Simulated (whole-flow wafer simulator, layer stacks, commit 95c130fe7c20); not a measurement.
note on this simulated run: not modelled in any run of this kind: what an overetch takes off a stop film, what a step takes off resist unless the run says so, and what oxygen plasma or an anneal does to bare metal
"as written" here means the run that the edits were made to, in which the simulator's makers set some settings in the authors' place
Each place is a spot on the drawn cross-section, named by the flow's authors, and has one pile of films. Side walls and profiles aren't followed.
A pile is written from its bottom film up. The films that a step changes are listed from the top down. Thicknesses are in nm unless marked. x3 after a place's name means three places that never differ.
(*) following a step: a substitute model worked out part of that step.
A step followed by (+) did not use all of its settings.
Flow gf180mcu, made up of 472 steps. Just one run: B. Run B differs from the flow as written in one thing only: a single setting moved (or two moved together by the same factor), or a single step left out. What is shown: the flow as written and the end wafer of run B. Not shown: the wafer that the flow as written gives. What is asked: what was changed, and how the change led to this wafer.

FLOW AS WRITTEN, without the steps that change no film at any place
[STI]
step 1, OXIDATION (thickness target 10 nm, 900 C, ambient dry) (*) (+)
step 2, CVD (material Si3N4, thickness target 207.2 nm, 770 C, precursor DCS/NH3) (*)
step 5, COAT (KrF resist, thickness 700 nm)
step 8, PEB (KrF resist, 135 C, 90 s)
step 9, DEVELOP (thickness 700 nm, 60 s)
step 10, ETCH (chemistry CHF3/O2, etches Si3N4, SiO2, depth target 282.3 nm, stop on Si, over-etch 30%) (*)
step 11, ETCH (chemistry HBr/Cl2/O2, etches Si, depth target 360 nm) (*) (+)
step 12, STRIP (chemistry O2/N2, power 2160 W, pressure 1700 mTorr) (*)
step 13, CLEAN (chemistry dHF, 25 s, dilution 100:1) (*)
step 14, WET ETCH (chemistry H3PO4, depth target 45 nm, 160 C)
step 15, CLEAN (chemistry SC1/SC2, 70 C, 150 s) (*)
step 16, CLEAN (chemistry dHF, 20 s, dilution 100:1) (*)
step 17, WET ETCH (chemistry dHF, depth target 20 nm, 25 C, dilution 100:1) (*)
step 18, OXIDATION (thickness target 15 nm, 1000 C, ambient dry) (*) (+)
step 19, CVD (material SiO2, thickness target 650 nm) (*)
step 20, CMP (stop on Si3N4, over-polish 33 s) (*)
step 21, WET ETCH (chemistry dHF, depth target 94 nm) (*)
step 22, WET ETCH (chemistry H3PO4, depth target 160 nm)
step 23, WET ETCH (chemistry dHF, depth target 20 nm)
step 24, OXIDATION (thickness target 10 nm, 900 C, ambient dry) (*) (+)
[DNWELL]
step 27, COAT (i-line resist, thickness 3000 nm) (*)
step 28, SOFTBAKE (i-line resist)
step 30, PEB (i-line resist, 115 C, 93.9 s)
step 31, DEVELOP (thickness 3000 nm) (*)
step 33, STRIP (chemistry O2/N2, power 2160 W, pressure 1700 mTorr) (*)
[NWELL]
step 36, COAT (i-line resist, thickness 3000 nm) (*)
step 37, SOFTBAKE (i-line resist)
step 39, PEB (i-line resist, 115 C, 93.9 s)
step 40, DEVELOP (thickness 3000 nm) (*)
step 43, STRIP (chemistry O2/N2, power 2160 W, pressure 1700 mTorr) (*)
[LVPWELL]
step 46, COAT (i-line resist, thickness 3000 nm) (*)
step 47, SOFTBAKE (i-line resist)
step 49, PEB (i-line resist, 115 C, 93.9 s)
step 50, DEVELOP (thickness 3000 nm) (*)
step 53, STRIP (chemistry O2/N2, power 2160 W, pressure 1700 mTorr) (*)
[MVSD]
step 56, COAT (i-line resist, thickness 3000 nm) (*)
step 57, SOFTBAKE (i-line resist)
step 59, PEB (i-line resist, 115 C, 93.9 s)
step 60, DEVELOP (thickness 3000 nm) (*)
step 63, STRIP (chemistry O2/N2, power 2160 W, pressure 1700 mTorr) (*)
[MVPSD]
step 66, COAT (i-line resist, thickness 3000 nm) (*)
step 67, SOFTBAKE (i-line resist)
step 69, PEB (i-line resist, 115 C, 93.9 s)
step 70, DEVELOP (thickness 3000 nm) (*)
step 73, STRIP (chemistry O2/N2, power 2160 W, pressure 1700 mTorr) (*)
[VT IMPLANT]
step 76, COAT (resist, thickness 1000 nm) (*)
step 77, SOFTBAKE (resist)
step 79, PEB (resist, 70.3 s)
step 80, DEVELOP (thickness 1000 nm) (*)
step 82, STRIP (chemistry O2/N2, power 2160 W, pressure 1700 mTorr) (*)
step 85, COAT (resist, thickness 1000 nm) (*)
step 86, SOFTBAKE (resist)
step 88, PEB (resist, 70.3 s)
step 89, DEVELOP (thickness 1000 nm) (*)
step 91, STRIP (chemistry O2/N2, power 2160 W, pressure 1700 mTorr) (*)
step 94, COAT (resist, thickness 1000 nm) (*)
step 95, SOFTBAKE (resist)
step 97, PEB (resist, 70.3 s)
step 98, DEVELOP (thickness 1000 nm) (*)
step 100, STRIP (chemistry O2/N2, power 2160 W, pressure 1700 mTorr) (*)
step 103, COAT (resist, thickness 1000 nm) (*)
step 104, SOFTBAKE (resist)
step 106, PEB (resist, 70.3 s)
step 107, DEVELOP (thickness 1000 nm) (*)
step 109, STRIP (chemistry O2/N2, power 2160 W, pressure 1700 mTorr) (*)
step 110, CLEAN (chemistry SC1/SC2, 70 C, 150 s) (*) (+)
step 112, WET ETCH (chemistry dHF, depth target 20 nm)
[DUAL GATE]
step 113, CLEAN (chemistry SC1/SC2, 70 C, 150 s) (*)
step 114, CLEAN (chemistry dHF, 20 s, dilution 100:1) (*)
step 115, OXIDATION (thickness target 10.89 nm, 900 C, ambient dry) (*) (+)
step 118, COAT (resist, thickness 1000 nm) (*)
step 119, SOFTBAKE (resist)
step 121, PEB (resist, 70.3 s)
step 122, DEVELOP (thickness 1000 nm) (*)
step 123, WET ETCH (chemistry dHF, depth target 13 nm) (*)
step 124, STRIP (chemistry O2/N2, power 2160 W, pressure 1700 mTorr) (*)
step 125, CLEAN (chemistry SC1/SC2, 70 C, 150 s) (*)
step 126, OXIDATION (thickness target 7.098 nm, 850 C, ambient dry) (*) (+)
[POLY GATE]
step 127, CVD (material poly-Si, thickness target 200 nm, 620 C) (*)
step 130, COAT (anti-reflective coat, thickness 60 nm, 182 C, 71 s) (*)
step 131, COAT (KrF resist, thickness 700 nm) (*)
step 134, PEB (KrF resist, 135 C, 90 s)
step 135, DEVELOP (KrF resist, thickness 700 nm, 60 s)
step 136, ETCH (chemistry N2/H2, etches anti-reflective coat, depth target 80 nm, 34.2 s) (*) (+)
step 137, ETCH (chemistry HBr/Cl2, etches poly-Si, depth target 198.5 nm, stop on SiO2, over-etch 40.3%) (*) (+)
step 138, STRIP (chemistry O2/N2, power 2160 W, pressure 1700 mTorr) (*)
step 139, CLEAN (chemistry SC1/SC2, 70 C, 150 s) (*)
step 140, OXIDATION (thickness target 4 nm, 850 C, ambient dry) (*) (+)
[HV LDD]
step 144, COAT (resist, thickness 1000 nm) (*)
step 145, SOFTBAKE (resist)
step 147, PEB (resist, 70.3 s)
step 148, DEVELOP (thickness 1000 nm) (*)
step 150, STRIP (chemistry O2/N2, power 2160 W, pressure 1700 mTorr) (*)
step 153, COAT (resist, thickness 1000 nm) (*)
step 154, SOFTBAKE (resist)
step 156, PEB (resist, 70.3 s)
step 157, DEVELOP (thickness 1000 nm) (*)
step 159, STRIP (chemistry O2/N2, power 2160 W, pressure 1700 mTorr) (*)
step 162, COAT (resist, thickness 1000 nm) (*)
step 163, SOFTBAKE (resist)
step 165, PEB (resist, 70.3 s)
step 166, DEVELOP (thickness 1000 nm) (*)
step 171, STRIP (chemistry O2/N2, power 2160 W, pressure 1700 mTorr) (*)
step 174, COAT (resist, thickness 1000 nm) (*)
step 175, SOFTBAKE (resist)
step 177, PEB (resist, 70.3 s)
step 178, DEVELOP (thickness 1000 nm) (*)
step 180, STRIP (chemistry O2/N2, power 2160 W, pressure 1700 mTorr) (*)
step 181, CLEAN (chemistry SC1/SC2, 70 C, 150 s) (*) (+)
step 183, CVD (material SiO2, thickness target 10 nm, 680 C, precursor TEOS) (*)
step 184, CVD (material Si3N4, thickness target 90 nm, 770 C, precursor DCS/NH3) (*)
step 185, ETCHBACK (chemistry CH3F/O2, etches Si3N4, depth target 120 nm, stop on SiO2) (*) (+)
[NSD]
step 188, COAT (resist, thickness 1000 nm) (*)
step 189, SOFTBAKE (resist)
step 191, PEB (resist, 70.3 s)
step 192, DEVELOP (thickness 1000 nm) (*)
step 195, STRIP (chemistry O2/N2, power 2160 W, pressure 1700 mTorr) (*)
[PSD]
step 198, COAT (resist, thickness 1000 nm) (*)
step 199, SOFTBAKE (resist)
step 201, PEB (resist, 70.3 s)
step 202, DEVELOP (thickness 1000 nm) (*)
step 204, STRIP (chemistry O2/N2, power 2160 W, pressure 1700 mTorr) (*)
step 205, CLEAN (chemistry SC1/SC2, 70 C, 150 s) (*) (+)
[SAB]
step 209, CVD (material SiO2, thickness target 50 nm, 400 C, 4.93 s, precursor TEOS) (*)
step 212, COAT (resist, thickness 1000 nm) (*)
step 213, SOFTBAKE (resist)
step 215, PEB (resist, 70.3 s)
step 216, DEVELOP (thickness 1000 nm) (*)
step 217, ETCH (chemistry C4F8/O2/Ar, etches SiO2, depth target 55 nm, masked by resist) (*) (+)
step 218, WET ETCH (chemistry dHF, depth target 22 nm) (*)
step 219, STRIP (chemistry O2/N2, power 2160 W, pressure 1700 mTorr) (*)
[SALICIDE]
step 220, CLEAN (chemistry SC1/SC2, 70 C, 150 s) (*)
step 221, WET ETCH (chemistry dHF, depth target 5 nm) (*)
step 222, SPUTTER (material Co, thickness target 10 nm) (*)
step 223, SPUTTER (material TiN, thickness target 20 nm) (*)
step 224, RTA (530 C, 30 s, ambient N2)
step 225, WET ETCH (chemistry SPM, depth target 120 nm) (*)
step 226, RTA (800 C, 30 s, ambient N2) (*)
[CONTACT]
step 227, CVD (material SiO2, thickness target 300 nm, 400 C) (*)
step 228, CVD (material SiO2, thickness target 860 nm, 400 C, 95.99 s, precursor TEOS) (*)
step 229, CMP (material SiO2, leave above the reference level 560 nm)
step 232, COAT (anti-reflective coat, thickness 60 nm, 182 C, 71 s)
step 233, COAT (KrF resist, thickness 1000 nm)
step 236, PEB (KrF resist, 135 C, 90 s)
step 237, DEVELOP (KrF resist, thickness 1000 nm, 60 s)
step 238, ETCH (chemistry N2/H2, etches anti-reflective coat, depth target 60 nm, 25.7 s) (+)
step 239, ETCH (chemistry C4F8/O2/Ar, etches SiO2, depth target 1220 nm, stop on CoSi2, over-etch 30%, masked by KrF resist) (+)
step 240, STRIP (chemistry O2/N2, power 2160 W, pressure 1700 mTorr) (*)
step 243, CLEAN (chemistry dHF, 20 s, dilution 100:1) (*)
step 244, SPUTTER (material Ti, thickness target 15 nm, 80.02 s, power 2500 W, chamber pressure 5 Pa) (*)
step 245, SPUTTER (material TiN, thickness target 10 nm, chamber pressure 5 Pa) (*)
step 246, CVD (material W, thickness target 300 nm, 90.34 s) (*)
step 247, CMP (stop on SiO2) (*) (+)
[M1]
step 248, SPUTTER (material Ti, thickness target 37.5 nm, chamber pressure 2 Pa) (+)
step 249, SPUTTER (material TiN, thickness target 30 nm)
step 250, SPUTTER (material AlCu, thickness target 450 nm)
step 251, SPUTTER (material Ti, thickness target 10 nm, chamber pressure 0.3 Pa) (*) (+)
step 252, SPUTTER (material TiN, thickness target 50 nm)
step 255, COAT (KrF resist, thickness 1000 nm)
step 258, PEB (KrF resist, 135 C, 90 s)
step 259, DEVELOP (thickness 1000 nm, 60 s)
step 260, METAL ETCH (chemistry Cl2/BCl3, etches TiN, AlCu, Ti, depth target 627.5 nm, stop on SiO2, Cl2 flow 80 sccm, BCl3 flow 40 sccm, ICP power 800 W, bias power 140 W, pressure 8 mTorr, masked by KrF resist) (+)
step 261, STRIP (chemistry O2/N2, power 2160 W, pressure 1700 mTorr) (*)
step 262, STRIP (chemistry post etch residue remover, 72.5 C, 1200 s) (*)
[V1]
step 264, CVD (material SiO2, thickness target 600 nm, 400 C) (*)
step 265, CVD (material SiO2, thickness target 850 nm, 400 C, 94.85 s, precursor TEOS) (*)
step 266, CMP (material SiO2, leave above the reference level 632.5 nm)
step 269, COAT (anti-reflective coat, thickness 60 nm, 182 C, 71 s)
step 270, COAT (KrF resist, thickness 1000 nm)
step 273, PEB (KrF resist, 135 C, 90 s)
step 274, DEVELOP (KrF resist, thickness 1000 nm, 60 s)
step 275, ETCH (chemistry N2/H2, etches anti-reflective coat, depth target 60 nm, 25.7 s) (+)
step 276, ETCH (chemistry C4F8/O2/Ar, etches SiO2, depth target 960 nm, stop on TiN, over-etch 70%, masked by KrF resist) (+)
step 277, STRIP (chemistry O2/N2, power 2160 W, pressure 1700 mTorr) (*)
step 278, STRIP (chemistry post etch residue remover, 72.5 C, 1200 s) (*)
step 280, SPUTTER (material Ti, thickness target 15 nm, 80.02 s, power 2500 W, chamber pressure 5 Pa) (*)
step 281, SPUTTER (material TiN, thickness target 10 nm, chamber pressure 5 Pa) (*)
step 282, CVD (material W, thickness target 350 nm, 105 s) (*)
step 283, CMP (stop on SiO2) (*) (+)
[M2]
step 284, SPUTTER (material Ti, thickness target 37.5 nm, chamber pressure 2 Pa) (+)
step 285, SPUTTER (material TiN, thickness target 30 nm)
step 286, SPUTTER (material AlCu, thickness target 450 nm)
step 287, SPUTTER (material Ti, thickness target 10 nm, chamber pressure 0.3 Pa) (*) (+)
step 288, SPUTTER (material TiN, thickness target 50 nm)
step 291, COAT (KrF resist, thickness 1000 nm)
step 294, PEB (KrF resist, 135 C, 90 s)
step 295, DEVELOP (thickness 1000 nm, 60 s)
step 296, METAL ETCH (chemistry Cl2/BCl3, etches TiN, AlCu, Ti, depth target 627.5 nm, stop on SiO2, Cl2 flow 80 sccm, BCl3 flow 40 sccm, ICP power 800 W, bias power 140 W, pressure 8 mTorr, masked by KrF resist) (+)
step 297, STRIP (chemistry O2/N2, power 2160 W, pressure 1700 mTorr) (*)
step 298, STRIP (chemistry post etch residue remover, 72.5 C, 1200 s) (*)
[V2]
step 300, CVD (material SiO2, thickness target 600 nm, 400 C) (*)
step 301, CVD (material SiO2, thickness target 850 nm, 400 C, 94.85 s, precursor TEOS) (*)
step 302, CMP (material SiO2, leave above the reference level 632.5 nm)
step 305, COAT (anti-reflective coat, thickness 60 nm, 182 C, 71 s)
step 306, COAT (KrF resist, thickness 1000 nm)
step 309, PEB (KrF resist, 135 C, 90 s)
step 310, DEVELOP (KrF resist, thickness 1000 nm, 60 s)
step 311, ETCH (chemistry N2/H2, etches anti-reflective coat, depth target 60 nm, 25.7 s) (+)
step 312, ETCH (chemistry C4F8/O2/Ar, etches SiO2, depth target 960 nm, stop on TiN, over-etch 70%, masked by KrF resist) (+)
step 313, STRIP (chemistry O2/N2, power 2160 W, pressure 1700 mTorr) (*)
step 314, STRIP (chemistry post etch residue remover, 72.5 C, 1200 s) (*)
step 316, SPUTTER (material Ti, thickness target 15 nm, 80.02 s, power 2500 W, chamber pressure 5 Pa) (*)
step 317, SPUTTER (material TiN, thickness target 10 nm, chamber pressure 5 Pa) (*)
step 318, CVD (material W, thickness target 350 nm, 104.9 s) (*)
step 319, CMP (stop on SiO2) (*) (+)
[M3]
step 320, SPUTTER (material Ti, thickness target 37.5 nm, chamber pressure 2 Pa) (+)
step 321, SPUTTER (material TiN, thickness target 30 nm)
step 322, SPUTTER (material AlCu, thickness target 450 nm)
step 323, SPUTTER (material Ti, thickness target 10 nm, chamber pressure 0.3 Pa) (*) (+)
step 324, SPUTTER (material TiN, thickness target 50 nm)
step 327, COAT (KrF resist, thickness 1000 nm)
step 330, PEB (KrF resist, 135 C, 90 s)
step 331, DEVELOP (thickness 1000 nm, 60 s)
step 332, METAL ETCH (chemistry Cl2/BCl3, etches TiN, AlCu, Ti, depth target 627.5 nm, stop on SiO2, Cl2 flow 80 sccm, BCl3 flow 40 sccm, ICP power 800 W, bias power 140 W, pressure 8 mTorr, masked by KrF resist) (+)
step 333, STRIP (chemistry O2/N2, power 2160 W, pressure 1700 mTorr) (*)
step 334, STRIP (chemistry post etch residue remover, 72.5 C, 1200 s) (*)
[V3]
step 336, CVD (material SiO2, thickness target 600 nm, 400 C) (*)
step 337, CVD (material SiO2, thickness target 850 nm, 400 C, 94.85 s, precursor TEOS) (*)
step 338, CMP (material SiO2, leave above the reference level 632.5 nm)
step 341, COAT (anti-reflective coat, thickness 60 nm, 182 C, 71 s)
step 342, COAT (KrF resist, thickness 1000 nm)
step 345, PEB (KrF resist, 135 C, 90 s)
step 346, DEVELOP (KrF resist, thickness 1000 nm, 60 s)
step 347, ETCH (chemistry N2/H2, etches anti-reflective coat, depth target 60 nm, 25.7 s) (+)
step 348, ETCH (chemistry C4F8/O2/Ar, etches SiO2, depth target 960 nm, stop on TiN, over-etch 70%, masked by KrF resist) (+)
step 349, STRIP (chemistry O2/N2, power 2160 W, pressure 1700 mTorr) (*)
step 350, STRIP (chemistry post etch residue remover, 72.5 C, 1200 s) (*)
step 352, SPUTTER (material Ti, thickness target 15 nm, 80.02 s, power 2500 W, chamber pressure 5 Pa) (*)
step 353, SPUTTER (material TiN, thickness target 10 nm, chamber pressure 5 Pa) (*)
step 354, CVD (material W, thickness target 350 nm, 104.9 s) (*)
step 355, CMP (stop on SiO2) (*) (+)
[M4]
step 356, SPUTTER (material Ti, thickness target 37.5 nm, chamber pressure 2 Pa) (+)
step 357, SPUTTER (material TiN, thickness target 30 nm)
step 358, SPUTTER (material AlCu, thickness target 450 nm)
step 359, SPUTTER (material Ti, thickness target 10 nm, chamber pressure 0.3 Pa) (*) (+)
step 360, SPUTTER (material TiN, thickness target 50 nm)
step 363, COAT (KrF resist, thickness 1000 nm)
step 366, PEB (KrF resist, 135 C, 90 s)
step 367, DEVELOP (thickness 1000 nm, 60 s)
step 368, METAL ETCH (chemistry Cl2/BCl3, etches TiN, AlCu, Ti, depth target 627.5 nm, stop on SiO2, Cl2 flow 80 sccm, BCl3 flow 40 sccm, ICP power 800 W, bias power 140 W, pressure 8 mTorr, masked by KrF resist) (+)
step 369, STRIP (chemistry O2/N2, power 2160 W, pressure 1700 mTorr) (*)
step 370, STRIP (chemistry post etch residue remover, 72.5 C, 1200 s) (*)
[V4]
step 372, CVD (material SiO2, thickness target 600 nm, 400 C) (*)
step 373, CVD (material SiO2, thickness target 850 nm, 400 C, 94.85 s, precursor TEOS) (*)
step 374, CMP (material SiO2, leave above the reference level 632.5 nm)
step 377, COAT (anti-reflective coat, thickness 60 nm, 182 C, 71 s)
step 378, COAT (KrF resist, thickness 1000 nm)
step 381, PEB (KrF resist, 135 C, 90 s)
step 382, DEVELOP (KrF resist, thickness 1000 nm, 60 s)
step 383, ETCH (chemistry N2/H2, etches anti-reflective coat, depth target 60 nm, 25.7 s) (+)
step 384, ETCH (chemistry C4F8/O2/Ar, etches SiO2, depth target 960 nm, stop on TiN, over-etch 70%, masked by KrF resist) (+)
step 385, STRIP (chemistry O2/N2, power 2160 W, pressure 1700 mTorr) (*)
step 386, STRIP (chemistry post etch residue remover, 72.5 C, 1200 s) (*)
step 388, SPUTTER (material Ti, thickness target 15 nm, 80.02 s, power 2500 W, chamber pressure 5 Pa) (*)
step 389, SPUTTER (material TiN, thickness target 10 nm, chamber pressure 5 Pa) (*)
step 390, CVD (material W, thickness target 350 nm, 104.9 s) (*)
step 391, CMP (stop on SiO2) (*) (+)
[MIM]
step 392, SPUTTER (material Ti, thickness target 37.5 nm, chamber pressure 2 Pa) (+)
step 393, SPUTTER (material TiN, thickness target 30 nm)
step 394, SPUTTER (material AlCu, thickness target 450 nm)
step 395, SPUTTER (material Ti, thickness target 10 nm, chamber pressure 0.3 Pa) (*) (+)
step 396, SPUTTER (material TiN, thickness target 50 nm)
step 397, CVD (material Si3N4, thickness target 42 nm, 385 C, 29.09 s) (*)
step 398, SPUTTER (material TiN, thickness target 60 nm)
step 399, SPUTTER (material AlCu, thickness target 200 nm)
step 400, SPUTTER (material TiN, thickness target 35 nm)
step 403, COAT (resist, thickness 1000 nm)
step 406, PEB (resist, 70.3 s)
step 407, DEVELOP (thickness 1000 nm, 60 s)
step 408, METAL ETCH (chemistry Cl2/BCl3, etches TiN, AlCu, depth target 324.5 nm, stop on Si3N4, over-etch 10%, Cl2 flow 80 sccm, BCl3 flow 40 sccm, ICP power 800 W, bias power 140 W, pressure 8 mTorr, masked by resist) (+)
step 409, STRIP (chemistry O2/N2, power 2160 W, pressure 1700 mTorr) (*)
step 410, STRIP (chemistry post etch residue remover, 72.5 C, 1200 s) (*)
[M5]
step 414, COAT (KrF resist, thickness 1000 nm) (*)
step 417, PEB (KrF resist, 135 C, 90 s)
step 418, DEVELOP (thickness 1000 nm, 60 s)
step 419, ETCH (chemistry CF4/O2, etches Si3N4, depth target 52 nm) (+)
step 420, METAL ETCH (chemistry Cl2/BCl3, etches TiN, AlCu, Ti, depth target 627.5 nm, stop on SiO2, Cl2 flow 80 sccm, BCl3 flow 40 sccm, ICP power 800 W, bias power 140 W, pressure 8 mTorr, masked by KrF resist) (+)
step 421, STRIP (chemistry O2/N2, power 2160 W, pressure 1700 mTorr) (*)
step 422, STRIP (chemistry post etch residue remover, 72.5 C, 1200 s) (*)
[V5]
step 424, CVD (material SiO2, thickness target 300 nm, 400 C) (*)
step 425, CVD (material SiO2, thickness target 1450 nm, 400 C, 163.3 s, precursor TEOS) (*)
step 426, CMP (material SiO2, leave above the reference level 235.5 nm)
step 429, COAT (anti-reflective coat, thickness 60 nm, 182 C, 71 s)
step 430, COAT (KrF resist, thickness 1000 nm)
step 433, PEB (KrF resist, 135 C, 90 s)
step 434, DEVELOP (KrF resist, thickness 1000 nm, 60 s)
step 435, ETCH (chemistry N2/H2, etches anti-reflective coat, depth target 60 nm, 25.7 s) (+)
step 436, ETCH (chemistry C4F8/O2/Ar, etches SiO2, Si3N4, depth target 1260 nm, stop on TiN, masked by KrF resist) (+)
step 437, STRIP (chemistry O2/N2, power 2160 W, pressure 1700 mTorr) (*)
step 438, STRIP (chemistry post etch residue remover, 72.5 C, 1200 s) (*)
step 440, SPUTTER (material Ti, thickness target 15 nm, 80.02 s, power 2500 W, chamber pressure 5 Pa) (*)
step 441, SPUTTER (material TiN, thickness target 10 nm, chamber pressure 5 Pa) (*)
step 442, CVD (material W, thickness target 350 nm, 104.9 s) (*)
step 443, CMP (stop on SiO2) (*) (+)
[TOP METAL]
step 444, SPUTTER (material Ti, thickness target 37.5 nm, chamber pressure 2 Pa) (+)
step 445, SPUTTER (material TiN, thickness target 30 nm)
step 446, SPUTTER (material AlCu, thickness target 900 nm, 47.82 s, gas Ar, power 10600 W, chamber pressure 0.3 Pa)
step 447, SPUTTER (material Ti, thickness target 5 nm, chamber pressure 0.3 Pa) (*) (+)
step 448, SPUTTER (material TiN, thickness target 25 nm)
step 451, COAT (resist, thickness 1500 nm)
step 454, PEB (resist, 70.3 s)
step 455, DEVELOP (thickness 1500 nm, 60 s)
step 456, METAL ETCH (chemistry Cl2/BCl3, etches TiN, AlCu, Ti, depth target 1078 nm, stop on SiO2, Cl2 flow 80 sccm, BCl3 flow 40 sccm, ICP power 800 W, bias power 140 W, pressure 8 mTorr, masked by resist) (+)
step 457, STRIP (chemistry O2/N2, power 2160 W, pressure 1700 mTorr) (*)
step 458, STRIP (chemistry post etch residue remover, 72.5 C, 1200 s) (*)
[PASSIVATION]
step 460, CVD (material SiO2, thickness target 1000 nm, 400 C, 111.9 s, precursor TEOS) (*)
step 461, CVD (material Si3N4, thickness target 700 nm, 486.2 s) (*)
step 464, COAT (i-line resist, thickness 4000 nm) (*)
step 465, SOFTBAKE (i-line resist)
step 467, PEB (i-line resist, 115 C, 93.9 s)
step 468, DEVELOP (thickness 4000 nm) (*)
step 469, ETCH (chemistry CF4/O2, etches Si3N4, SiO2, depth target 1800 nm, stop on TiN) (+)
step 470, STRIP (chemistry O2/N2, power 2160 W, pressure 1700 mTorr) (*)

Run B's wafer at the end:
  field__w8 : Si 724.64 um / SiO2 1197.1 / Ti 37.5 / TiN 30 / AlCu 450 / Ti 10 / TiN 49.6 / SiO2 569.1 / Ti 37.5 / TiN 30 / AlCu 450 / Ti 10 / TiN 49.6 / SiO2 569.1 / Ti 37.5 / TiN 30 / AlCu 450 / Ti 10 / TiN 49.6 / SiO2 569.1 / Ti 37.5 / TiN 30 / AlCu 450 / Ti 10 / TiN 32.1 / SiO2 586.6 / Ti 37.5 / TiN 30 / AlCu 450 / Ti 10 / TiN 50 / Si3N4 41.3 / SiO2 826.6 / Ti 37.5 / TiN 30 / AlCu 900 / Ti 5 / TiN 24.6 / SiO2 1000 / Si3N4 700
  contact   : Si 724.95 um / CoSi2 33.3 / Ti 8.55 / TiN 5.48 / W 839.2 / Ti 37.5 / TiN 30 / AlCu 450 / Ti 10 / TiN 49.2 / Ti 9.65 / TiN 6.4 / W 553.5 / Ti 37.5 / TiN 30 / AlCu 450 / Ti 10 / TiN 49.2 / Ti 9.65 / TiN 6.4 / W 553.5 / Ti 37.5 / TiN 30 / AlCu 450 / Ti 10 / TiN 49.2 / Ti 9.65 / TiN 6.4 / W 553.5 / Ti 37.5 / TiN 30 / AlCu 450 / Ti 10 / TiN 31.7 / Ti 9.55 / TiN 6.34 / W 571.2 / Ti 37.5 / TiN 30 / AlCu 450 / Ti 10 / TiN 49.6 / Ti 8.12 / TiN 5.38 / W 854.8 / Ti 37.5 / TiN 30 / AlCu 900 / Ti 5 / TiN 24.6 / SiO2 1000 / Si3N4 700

Cause: step 360, SPUTTER: thickness target 32.5 nm was run, whereas the flow has thickness target 50 nm.

The path from the change to this, step by step:
  step 360, SPUTTER (material TiN, thickness target 50 nm)
      field, field__w1, field__w2 and 108 more: +32.5 TiN (new film) (as written it would have been: +50 TiN (new film))
  step 368, METAL ETCH (chemistry Cl2/BCl3, etches TiN, AlCu, Ti, depth target 627.5 nm, stop on SiO2, Cl2 flow 80 sccm, BCl3 flow 40 sccm, ICP power 800 W, bias power 140 W, pressure 8 mTorr, masked by KrF resist) (+)
      field, field__w1, field__w2 and 103 more: -32.5 TiN (all of it), -10 Ti (all of it), -450 AlCu (all of it), -30 TiN (all of it), -37.5 Ti (all of it) (as written it would have been: -50 TiN (all of it), -10 Ti (all of it), -450 AlCu (all of it), -30 TiN (all of it), -37.5 Ti (all of it))
  step 384, ETCH (chemistry C4F8/O2/Ar, etches SiO2, depth target 960 nm, stop on TiN, over-etch 70%, masked by KrF resist) (+)
      contact: -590 SiO2 (all of it) (as written it would have been: -572.5 SiO2 (all of it))
